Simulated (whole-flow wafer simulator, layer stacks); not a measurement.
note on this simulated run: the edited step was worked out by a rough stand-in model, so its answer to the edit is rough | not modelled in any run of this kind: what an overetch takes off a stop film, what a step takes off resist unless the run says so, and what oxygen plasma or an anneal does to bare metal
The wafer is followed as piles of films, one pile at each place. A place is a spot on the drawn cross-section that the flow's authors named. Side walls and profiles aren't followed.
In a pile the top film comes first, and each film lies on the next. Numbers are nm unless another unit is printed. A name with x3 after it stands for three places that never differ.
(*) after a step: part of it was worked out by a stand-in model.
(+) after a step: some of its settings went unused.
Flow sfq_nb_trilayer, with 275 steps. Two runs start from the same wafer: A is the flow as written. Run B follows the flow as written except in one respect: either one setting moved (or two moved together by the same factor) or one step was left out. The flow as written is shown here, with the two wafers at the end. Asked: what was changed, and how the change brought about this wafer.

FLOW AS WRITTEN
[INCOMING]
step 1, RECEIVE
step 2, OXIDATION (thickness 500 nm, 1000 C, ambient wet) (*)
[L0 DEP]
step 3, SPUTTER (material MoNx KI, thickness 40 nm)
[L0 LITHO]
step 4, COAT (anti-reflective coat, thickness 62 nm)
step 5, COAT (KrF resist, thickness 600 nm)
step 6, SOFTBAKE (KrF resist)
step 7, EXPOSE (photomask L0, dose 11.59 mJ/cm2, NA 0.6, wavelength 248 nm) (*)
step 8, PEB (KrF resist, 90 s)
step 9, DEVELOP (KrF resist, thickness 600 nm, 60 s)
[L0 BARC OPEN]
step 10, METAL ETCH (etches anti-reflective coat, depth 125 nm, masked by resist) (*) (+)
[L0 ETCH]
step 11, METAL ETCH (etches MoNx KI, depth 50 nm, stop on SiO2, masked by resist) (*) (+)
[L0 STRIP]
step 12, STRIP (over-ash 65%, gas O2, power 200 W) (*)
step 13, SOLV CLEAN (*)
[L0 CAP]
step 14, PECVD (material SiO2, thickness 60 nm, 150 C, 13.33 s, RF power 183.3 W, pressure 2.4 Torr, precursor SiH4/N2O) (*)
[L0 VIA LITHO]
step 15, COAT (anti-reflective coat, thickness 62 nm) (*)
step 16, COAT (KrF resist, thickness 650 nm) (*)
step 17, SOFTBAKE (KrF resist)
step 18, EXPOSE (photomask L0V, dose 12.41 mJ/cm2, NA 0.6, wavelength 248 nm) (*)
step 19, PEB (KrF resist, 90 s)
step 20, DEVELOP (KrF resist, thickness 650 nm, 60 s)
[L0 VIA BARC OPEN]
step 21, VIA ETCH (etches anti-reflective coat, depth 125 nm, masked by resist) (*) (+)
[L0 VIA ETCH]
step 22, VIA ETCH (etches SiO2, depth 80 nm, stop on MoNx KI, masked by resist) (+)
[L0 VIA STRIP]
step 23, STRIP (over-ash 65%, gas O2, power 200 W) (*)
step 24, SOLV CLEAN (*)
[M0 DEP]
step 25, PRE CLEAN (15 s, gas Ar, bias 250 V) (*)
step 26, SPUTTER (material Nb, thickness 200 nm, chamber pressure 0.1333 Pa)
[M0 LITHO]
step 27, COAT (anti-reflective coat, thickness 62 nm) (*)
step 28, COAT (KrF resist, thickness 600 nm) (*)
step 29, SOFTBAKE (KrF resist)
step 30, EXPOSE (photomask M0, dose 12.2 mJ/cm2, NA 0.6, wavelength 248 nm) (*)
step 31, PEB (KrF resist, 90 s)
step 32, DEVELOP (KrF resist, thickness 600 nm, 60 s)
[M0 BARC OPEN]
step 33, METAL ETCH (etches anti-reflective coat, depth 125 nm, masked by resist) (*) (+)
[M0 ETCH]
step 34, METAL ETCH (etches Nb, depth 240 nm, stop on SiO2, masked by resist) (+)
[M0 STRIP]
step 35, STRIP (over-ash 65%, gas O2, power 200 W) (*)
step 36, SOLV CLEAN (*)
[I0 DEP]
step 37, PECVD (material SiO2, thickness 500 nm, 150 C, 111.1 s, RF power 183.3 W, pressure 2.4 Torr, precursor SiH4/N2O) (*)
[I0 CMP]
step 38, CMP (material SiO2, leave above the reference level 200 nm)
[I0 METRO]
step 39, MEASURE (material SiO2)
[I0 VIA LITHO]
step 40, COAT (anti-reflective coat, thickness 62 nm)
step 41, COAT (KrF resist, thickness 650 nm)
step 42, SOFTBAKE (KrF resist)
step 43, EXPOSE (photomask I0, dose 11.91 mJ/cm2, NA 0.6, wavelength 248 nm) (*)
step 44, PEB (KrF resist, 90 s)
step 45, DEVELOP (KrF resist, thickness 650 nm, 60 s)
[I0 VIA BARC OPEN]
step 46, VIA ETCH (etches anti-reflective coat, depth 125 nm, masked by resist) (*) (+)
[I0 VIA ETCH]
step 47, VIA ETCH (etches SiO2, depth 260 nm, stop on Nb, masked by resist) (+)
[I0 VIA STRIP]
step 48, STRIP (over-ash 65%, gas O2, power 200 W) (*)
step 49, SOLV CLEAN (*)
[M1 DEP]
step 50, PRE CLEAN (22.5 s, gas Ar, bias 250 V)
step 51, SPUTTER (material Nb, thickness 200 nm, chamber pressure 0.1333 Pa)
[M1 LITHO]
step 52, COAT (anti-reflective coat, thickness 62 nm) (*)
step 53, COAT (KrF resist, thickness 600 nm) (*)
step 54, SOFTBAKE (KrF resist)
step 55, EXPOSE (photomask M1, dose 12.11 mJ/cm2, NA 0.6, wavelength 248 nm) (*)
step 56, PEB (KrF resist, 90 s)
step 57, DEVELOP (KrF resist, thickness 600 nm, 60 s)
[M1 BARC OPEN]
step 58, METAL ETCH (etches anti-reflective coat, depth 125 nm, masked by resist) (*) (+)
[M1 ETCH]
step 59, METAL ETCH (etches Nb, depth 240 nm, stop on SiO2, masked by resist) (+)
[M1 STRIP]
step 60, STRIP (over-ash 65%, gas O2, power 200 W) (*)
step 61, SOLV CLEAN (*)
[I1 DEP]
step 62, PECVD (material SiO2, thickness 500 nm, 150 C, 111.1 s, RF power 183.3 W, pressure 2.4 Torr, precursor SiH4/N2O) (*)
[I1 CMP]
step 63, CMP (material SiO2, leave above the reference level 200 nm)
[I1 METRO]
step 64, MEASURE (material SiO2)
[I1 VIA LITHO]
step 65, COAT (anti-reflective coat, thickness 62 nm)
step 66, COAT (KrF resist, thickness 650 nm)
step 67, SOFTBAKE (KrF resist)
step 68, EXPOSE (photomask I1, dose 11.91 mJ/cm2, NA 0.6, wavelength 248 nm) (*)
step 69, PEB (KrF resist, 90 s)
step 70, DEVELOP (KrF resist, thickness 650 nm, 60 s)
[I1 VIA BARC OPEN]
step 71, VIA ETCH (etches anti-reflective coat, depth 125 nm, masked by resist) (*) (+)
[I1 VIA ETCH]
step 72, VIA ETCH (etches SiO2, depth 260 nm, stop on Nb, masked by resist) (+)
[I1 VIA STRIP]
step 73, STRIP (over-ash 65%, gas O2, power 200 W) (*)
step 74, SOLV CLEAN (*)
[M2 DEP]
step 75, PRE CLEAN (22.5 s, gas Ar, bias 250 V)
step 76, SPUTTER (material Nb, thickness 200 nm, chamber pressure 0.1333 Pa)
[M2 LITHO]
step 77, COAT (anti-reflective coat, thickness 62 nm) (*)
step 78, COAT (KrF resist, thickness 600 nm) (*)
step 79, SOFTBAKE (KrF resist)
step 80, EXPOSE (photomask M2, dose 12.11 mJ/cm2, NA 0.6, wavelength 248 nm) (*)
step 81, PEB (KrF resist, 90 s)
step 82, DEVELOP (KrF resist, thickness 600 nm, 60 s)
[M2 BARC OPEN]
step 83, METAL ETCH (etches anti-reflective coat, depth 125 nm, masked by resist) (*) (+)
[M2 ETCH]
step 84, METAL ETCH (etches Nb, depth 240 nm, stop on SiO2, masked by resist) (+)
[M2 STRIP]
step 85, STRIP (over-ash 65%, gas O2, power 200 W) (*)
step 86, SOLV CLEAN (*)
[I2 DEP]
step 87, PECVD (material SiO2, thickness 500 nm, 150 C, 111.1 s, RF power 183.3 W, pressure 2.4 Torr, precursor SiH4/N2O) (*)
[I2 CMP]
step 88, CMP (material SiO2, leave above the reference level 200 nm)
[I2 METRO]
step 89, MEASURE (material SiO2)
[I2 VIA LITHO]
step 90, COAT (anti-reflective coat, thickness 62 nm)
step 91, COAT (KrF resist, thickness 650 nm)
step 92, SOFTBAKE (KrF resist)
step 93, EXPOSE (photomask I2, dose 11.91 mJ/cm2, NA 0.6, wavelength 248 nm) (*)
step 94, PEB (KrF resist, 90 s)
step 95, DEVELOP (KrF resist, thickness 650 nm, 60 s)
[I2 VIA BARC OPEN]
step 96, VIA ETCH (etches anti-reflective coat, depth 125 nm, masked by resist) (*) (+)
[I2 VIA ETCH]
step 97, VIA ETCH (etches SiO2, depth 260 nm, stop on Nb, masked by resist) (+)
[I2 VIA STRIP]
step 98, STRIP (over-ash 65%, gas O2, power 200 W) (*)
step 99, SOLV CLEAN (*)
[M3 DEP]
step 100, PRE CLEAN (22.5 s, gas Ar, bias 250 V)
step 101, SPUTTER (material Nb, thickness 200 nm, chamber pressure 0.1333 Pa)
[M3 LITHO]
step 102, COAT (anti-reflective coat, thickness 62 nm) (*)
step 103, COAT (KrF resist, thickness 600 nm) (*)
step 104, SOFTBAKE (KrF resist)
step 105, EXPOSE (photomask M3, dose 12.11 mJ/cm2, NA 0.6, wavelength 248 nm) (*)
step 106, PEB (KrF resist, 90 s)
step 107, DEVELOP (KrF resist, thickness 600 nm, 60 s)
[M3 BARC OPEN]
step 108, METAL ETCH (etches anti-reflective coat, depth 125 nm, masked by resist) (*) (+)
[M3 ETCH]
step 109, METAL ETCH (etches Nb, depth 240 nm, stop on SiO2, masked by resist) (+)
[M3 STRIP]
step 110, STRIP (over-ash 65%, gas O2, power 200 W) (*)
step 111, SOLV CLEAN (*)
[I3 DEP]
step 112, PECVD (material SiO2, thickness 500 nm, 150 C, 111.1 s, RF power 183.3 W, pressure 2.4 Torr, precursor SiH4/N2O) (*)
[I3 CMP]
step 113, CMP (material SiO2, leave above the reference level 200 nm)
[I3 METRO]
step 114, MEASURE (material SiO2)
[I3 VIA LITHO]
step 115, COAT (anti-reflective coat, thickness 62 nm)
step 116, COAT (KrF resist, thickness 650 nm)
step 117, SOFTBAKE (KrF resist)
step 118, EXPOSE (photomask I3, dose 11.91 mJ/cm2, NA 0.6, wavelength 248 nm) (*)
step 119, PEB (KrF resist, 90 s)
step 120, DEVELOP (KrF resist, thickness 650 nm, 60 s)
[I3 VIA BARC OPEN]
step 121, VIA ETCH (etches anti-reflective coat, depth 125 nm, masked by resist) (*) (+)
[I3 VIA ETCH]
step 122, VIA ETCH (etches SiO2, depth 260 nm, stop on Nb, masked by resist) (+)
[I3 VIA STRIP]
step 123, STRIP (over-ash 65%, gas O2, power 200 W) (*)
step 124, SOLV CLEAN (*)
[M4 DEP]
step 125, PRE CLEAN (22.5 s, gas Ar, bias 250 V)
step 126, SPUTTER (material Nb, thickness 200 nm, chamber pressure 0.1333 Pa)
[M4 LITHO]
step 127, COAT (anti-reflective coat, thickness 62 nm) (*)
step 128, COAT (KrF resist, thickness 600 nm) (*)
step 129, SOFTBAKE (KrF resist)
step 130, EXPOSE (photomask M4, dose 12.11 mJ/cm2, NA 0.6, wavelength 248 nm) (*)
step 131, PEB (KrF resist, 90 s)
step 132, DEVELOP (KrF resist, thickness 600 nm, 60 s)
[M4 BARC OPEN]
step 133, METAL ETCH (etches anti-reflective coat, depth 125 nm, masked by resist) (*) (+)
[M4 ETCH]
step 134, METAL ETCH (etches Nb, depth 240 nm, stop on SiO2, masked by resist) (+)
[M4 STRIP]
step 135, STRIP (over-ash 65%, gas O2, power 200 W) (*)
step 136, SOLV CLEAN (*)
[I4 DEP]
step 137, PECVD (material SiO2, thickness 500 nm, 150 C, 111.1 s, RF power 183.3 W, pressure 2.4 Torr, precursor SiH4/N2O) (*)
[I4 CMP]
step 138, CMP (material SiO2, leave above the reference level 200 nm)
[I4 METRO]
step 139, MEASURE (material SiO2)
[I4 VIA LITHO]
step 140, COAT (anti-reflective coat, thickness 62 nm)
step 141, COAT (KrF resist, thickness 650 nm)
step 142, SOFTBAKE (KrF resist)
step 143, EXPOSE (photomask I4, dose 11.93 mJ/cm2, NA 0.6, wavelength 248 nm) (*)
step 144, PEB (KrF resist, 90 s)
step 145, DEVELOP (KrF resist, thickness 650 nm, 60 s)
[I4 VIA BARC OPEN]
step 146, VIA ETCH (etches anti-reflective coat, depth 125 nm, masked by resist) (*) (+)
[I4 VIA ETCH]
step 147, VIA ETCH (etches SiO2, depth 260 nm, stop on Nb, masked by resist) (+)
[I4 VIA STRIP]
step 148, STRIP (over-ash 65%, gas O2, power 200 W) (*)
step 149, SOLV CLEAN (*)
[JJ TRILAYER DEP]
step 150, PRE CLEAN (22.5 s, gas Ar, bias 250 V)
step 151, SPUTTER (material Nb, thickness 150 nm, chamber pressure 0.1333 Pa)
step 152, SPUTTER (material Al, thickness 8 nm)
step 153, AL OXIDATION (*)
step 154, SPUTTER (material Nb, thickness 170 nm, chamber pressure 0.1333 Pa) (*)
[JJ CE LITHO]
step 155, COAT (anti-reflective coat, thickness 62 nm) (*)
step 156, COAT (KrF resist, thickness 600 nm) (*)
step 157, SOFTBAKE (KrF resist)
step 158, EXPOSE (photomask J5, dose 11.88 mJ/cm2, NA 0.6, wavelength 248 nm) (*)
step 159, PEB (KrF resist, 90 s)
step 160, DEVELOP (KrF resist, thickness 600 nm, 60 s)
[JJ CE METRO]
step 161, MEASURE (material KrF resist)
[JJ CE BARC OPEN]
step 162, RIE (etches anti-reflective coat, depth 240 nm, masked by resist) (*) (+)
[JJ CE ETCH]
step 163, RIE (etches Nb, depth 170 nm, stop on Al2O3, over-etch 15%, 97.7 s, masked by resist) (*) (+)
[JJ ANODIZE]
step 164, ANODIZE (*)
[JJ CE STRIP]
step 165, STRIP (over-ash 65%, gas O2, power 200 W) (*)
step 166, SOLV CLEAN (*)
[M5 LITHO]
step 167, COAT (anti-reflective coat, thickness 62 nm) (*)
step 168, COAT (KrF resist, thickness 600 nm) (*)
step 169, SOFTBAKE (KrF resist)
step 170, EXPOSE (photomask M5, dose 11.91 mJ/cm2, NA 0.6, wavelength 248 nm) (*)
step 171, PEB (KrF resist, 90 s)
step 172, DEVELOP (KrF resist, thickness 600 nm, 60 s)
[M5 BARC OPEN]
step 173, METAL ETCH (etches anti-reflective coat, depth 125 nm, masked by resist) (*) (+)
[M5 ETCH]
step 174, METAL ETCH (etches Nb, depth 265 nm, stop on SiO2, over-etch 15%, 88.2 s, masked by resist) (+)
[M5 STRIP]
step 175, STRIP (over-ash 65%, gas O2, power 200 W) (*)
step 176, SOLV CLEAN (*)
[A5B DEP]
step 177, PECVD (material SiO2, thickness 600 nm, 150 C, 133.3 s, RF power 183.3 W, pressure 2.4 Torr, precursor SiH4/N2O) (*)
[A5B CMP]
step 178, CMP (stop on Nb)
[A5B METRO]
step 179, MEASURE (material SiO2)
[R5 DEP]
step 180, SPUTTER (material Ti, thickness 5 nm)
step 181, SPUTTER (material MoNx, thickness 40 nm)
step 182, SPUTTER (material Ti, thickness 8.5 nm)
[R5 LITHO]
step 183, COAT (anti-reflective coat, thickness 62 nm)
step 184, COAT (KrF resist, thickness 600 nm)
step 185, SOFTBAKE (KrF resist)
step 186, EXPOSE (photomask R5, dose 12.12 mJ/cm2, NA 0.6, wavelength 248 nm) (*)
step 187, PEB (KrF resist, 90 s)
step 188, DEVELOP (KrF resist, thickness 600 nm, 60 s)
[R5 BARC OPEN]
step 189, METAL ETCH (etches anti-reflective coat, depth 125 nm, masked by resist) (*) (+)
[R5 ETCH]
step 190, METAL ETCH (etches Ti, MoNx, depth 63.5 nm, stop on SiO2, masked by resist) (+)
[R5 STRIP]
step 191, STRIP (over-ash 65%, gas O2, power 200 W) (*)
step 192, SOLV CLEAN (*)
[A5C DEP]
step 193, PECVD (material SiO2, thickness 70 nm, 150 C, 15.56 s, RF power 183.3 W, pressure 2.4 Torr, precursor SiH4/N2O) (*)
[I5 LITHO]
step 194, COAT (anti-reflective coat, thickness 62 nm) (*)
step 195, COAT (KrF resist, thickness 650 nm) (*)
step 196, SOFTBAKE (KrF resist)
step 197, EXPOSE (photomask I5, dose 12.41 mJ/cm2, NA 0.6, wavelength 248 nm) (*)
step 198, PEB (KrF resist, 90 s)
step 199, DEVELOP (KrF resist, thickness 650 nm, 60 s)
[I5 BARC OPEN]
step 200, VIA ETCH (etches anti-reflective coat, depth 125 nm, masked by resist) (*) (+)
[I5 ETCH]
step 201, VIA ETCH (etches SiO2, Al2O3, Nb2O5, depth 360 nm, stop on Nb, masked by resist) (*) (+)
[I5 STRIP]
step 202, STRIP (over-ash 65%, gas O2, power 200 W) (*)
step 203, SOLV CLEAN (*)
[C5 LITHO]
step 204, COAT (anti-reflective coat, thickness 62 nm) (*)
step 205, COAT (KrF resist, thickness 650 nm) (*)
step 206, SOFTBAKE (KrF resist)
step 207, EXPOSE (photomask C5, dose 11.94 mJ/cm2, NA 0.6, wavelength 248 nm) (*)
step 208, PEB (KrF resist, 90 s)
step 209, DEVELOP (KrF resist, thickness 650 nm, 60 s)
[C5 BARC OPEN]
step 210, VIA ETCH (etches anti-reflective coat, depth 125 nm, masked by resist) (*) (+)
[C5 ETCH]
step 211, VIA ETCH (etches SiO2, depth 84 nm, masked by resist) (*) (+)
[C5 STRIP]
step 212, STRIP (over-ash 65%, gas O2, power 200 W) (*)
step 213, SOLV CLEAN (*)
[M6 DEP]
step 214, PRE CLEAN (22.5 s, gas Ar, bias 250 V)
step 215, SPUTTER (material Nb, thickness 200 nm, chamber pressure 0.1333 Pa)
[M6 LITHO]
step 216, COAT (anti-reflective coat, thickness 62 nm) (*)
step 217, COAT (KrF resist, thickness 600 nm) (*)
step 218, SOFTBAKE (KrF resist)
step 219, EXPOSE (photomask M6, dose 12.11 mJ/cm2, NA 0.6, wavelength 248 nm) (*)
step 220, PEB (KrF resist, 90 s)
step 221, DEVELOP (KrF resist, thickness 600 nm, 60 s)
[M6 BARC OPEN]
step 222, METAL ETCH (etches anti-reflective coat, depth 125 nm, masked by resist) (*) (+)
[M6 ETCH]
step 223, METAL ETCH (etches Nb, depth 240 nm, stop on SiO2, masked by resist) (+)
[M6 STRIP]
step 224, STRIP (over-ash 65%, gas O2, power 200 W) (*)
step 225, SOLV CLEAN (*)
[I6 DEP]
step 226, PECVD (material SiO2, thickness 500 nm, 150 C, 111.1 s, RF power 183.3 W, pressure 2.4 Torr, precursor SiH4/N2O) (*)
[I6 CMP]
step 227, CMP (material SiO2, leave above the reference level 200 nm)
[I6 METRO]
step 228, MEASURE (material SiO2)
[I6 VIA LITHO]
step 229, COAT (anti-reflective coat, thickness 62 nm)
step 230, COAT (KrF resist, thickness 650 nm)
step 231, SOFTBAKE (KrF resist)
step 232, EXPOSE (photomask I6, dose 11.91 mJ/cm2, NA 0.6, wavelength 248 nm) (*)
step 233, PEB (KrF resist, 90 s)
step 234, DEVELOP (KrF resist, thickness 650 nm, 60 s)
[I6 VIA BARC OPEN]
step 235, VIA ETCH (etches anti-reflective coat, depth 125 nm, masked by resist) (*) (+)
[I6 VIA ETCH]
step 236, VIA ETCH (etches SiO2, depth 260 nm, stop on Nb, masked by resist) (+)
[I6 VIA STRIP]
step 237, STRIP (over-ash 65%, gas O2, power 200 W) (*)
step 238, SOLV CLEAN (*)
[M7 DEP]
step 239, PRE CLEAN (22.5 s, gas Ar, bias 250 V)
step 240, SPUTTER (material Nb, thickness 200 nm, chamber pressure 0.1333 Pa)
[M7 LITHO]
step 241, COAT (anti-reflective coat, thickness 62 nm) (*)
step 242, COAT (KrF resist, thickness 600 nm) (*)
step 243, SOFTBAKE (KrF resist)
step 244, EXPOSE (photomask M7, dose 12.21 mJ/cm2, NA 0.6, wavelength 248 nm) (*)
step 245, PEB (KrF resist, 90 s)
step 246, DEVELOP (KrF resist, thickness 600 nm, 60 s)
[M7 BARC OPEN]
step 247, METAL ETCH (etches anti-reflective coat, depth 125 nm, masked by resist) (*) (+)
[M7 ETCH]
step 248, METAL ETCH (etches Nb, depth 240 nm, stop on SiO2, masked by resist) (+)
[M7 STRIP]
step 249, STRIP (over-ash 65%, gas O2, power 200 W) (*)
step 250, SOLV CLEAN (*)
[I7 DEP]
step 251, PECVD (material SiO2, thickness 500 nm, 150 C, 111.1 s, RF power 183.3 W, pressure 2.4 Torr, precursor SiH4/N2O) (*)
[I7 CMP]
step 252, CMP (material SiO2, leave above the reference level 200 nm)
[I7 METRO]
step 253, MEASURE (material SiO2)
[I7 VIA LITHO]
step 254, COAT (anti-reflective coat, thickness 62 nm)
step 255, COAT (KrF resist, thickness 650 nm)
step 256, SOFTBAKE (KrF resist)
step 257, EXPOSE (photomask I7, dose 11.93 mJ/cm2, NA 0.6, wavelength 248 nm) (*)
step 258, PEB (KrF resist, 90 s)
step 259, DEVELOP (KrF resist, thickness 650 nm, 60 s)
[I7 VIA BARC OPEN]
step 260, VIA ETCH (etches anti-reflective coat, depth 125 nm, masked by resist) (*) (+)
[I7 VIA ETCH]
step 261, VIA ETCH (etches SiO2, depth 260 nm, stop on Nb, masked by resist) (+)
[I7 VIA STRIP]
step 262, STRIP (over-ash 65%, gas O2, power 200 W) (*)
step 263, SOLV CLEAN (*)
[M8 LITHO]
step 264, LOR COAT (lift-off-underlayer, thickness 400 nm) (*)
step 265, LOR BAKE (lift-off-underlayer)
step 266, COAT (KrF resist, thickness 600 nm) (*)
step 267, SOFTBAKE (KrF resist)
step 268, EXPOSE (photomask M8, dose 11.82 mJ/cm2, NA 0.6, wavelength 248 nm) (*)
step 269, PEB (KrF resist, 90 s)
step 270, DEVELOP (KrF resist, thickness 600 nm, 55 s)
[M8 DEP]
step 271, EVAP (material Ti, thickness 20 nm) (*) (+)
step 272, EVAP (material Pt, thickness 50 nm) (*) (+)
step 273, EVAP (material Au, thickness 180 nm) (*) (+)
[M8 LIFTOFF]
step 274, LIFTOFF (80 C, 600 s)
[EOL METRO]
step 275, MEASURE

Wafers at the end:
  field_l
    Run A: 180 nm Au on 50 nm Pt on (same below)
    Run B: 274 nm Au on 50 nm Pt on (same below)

Cause: step 273, EVAP: thickness 274 nm was run, whereas the flow has thickness 180 nm.
The wafer lets one read it off: field_l has Au 274, and step 273 as written asks for 180 nm.

Step by step, how the change led to this:
  step 273, EVAP (material Au, thickness 180 nm) (*) (+)
      field_l, v_sur, via_wl and 103 more: A Au gains 180 (new film) | B Au gains 274 (new film)
  step 274, LIFTOFF (80 C, 600 s)
      p4_fl, p4_fm, p4_w1 and 71 more: A Au loses 180 (all of it), Pt loses 50 (all of it), Ti loses 20 (all of it), KrF resist loses 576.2 (all of it), lift-off-underlayer loses 400 (all of it) | B Au loses 274 (all of it), Pt loses 50 (all of it), Ti loses 20 (all of it), KrF resist loses 576.2 (all of it), lift-off-underlayer loses 400 (all of it)
      c5j, ce_r: A Au loses 180 (all of it), Pt loses 50 (all of it), Ti loses 20 (all of it), KrF resist loses 573.3 (all of it), lift-off-underlayer loses 399.3 (all of it) | B Au loses 274 (all of it), Pt loses 50 (all of it), Ti loses 20 (all of it), KrF resist loses 573.3 (all of it), lift-off-underlayer loses 399.3 (all of it)
      (and at 19 other places as well)
